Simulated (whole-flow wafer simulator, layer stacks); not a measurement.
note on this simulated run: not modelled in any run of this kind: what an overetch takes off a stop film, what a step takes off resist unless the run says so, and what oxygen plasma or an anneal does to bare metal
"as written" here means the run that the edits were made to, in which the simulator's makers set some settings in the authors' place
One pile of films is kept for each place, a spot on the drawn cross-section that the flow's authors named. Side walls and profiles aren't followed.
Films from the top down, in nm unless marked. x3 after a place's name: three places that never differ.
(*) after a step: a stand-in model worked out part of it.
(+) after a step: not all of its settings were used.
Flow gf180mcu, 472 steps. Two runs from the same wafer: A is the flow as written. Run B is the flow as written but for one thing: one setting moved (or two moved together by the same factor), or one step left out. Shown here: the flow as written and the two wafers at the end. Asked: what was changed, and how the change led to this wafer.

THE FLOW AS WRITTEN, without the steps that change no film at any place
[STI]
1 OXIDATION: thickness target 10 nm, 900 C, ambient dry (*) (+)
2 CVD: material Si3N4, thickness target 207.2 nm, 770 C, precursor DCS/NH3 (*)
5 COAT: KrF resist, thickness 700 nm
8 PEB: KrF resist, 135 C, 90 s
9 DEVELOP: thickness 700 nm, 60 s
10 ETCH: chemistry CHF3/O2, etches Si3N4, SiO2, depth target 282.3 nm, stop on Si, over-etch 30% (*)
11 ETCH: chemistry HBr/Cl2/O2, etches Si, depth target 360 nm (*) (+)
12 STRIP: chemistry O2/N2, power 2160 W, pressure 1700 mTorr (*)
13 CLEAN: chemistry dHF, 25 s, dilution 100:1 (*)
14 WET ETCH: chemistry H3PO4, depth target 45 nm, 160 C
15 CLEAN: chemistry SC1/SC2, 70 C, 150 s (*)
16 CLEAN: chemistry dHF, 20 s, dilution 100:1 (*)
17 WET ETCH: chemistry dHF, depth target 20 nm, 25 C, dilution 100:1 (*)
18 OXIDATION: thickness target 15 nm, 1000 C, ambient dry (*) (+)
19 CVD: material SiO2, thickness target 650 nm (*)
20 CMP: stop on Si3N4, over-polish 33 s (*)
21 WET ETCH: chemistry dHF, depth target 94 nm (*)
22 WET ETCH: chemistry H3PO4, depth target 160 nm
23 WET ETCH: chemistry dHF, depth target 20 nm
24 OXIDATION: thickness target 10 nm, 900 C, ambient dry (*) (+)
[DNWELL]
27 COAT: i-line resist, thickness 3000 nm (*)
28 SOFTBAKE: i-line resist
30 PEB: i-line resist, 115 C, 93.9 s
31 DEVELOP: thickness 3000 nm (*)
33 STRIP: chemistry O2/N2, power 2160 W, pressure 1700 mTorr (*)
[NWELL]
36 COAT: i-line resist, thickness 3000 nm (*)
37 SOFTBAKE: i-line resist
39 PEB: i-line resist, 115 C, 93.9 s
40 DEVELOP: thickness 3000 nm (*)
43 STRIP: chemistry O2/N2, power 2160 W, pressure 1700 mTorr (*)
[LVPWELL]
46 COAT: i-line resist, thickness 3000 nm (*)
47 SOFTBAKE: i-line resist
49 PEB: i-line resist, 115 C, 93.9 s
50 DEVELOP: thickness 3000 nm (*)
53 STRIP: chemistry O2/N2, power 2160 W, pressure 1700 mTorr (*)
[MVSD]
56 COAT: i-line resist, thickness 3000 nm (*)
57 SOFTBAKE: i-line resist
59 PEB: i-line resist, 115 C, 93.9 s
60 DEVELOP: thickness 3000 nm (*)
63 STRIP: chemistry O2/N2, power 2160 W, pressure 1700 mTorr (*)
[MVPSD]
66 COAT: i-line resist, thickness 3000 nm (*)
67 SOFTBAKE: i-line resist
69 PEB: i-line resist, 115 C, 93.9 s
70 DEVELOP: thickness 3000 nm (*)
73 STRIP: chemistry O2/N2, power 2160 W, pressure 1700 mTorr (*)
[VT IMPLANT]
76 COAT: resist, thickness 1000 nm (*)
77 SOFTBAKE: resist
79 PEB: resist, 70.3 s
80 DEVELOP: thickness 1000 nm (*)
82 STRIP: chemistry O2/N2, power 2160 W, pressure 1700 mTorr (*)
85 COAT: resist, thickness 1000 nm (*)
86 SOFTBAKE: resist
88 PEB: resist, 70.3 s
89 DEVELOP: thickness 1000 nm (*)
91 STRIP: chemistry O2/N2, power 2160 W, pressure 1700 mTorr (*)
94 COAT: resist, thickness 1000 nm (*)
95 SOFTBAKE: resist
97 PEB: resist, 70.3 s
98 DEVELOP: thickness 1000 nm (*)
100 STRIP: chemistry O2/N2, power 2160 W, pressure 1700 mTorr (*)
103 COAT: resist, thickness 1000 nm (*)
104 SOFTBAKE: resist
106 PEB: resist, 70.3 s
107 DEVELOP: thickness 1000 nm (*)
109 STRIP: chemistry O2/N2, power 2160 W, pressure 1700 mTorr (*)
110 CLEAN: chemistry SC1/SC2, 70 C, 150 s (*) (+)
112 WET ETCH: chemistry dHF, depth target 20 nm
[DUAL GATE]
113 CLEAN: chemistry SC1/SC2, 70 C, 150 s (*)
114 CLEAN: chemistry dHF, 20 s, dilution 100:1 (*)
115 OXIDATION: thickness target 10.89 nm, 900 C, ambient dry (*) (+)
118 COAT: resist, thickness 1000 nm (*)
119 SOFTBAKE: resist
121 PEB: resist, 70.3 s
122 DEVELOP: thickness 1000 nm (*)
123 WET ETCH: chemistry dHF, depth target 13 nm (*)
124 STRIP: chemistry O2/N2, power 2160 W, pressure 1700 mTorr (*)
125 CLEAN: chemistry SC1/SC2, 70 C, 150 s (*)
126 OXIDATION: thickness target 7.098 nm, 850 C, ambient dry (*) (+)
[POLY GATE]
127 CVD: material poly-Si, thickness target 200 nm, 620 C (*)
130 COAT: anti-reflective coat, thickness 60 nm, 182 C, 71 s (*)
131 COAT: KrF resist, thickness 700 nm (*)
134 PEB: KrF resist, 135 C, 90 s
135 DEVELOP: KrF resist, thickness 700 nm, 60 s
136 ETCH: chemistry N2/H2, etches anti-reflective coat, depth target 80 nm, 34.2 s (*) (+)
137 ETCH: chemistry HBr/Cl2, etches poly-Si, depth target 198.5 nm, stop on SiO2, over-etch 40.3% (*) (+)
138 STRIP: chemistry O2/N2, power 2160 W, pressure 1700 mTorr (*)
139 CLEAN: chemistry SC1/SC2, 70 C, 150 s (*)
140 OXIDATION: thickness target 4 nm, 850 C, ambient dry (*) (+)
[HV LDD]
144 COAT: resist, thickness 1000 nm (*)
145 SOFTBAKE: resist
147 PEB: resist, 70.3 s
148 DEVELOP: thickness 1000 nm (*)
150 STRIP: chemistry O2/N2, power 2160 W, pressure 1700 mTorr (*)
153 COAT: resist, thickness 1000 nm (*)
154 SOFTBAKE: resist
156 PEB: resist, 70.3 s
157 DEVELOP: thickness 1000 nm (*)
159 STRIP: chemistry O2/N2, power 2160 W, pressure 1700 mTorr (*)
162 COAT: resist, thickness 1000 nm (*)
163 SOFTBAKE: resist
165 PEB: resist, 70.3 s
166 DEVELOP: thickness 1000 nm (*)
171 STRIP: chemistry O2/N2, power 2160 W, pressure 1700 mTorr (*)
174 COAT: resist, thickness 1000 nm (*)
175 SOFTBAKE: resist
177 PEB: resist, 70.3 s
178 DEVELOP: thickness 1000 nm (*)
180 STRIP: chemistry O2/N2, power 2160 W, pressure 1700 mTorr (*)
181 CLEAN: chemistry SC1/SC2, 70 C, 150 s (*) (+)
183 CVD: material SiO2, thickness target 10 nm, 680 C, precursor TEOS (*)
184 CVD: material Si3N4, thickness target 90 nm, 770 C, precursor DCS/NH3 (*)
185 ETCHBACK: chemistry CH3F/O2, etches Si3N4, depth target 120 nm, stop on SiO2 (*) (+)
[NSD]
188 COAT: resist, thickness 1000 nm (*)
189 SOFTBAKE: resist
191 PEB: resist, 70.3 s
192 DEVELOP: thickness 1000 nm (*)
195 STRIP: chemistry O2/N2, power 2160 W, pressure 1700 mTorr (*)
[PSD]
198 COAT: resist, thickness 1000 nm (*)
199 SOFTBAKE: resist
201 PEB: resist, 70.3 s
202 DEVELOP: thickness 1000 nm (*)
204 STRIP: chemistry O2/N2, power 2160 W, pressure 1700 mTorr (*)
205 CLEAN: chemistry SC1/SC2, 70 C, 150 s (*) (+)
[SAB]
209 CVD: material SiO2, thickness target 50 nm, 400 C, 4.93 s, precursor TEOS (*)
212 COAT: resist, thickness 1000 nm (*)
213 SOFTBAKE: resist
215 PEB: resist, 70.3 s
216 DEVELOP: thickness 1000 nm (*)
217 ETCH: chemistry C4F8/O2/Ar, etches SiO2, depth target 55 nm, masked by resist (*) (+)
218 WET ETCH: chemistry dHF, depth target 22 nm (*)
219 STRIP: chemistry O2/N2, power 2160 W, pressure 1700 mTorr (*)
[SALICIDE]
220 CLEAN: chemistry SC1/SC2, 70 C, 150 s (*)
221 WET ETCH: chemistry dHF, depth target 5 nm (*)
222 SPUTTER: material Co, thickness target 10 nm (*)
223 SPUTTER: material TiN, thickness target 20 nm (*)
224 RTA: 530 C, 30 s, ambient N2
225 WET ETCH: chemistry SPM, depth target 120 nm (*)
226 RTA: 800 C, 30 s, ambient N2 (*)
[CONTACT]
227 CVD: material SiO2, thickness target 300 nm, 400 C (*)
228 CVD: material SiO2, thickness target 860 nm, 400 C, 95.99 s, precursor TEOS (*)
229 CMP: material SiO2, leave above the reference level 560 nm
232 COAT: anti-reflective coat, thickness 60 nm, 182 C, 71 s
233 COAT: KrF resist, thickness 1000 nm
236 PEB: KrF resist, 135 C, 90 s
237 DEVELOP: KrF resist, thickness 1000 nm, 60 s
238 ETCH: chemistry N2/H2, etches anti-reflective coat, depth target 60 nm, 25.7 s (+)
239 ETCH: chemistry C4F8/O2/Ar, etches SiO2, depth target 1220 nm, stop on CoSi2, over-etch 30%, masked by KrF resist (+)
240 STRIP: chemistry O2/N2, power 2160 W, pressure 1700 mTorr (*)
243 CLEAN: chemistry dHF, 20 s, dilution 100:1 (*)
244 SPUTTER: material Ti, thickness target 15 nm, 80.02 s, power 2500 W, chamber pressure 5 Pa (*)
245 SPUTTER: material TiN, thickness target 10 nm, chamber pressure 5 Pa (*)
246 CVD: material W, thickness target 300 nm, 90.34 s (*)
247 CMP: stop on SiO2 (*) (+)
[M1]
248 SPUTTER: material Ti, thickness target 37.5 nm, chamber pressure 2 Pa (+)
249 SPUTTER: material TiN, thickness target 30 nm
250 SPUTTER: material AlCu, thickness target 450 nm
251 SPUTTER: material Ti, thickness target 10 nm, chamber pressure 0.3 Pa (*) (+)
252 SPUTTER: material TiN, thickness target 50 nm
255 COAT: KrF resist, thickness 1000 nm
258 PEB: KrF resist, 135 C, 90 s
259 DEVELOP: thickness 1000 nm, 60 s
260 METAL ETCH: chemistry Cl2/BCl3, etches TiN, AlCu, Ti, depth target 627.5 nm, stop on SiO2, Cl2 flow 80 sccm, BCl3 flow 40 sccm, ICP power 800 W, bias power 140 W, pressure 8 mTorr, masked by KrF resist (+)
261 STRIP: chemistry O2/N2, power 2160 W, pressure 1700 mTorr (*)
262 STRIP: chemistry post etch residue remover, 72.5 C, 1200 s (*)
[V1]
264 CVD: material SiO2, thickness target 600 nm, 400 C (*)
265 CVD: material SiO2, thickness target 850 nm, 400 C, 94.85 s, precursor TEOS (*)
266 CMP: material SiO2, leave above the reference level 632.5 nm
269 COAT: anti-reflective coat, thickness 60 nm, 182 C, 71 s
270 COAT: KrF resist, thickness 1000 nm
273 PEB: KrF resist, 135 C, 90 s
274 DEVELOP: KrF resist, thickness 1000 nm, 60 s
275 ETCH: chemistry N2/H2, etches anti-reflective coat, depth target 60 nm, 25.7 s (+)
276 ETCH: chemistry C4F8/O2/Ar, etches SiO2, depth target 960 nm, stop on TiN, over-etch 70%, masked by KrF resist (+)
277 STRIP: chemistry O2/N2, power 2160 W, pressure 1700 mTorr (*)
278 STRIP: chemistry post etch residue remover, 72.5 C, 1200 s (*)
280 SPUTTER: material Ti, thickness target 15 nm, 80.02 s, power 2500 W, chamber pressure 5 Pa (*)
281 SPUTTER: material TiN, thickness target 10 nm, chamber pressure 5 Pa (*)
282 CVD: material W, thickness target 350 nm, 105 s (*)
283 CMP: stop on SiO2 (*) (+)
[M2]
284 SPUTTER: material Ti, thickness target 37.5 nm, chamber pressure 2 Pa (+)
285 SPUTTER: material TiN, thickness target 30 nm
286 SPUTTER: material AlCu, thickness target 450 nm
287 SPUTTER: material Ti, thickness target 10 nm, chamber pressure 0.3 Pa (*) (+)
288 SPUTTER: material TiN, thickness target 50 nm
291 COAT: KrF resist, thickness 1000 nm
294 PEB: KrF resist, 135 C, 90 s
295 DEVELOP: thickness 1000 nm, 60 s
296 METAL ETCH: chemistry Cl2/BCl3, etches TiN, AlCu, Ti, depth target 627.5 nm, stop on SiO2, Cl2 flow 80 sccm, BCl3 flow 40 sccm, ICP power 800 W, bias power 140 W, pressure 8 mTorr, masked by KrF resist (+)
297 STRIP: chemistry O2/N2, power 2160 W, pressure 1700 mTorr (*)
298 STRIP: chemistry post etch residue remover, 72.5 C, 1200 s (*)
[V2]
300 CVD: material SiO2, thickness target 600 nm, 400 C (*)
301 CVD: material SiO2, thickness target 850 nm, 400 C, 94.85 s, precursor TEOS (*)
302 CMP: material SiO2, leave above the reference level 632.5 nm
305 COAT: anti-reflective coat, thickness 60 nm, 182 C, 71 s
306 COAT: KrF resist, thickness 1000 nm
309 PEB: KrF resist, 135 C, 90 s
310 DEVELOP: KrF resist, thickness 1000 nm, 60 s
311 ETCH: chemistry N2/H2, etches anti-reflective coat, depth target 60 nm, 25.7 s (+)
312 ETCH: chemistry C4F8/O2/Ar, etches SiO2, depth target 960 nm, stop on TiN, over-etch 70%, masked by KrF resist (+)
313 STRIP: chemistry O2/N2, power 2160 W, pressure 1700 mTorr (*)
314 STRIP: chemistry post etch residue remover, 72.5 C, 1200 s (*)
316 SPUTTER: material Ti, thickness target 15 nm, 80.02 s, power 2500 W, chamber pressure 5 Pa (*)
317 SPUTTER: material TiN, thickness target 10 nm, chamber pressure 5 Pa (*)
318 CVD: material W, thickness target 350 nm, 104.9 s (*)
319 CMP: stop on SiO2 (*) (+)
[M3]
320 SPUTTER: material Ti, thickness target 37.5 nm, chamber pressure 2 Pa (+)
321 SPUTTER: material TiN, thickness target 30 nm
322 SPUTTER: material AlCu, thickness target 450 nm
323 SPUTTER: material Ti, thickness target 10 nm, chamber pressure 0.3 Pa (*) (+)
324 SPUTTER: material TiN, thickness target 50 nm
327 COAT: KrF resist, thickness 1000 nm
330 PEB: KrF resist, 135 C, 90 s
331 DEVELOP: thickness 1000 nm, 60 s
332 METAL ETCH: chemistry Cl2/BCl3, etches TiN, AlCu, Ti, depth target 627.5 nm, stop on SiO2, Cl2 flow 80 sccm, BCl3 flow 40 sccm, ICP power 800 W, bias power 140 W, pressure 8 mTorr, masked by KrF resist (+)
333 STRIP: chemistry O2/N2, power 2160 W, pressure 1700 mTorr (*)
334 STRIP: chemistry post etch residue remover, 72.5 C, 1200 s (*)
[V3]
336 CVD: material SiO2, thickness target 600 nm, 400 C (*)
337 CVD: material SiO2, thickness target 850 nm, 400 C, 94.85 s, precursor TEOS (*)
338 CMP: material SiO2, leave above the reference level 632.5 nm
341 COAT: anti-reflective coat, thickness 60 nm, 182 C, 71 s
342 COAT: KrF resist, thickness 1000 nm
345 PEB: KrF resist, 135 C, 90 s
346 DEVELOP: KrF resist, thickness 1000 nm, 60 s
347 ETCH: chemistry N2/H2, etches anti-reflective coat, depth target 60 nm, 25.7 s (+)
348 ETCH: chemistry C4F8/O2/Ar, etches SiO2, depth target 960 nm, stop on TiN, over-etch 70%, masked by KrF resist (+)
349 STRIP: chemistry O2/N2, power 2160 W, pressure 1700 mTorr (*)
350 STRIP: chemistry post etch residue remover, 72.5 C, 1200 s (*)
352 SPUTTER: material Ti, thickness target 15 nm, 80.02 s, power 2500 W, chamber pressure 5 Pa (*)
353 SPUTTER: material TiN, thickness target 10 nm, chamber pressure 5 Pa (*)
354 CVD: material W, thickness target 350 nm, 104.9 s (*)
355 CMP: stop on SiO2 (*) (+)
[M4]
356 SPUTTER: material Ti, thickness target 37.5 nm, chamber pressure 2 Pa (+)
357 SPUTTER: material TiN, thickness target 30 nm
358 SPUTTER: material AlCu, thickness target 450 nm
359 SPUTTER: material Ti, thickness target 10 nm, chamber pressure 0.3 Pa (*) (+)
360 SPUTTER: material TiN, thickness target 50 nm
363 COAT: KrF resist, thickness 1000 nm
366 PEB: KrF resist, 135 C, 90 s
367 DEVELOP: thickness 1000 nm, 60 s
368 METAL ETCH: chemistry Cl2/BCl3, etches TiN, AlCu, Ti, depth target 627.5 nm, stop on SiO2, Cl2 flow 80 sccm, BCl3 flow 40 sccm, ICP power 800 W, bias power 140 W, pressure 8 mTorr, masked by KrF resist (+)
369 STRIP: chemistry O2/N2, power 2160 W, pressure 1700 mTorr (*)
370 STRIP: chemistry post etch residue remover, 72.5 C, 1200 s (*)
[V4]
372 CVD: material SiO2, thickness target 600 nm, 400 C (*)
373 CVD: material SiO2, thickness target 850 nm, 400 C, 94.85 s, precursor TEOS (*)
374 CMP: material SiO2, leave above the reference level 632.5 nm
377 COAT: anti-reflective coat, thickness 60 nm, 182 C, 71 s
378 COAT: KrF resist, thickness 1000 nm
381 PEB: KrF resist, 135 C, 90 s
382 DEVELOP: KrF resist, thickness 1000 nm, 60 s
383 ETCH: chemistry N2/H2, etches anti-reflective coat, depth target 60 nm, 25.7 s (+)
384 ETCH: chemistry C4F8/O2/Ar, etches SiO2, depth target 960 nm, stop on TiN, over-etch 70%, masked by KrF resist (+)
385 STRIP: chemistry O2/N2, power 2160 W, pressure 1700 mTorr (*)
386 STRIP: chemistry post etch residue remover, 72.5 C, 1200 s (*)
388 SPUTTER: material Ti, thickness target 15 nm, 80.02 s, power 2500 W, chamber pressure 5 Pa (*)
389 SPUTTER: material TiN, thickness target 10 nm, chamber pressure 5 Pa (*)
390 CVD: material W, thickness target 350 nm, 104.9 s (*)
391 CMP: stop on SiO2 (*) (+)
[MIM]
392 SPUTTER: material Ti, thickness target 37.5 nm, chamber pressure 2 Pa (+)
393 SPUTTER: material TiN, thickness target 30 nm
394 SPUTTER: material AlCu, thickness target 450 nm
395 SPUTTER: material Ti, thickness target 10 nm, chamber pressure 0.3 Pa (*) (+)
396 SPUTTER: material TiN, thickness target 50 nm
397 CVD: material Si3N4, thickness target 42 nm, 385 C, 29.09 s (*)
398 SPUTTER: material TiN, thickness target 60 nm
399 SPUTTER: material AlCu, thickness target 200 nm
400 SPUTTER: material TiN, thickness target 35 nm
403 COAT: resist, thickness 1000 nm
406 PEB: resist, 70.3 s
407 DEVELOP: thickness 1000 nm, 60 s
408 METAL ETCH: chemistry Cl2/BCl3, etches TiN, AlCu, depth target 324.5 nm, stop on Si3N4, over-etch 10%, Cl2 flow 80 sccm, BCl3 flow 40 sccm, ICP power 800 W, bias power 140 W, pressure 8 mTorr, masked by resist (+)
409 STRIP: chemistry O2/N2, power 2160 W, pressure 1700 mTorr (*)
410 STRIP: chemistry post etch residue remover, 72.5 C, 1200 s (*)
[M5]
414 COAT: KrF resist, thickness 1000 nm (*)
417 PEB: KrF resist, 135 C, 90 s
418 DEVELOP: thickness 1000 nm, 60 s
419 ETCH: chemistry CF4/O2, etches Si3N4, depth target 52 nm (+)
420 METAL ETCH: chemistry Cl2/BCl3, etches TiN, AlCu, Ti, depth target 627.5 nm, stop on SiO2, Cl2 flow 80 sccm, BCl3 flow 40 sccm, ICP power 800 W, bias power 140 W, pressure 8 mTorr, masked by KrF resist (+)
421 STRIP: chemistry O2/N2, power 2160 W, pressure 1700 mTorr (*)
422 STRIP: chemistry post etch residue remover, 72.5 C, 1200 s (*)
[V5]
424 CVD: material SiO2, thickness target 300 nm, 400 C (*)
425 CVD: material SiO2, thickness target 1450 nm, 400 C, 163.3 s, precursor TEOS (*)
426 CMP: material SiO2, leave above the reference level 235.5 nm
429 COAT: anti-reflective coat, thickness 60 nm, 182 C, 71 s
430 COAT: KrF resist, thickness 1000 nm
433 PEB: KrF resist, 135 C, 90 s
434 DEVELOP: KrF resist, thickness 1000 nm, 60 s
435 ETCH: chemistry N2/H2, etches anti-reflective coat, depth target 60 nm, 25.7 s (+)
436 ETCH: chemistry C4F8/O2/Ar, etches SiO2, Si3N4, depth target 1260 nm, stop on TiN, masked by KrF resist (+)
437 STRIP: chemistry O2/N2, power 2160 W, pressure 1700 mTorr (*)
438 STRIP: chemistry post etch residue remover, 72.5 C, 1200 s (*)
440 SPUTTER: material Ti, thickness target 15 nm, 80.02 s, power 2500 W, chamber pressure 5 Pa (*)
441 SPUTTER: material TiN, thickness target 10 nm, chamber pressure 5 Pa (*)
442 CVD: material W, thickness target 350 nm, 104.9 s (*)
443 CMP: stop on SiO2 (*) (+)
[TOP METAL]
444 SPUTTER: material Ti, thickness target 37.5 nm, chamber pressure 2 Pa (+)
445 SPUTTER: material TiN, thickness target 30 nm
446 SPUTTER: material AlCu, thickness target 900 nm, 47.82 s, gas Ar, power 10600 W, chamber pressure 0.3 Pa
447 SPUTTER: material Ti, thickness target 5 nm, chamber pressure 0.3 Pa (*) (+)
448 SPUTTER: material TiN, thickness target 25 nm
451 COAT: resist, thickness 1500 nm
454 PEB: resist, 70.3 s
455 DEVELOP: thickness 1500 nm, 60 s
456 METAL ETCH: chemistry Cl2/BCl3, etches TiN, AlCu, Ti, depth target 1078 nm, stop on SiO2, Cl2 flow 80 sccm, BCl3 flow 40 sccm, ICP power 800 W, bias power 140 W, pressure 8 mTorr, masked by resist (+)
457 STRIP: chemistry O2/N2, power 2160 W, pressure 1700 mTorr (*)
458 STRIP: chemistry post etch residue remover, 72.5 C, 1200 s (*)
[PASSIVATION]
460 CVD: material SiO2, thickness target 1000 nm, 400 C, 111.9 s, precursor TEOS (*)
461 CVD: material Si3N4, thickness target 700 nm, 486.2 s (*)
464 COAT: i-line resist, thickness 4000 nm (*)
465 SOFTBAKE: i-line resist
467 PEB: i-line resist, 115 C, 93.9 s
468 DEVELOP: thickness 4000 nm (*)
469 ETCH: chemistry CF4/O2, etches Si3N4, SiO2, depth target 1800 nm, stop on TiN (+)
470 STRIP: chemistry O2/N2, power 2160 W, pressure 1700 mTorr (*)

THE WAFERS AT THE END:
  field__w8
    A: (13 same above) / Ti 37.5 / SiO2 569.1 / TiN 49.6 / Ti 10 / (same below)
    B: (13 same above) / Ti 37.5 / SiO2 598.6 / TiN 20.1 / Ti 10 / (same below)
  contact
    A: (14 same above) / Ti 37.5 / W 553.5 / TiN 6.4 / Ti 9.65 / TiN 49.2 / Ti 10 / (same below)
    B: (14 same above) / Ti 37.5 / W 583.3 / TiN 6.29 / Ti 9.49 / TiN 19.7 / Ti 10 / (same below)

The cause: step 360, SPUTTER: thickness target 20.5 nm was run, where the flow has thickness target 50 nm.

How the change led to this, step by step:
  360 SPUTTER: material TiN, thickness target 50 nm
      field, field__w1, field__w2 and 108 more: A TiN +50 (new film) | B TiN +20.5 (new film)
  368 METAL ETCH: chemistry Cl2/BCl3, etches TiN, AlCu, Ti, depth target 627.5 nm, stop on SiO2, Cl2 flow 80 sccm, BCl3 flow 40 sccm, ICP power 800 W, bias power 140 W, pressure 8 mTorr, masked by KrF resist (+)
      field, field__w1, field__w2 and 103 more: A TiN -50 (all of it), Ti -10 (all of it), AlCu -450 (all of it), TiN -30 (all of it), Ti -37.5 (all of it) | B TiN -20.5 (all of it), Ti -10 (all of it), AlCu -450 (all of it), TiN -30 (all of it), Ti -37.5 (all of it)
  374 CMP: material SiO2, leave above the reference level 632.5 nm
      field__w8, contact, m1, m1__w1, m1_nw: A SiO2 -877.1 | B SiO2 -847.6
  384 ETCH: chemistry C4F8/O2/Ar, etches SiO2, depth target 960 nm, stop on TiN, over-etch 70%, masked by KrF resist (+)
      contact: A SiO2 -572.5 (all of it) | B SiO2 -602 (all of it)
  390 CVD: material W, thickness target 350 nm, 104.9 s (*)
      contact: A W +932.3 (new film) | B W +962.1 (new film)
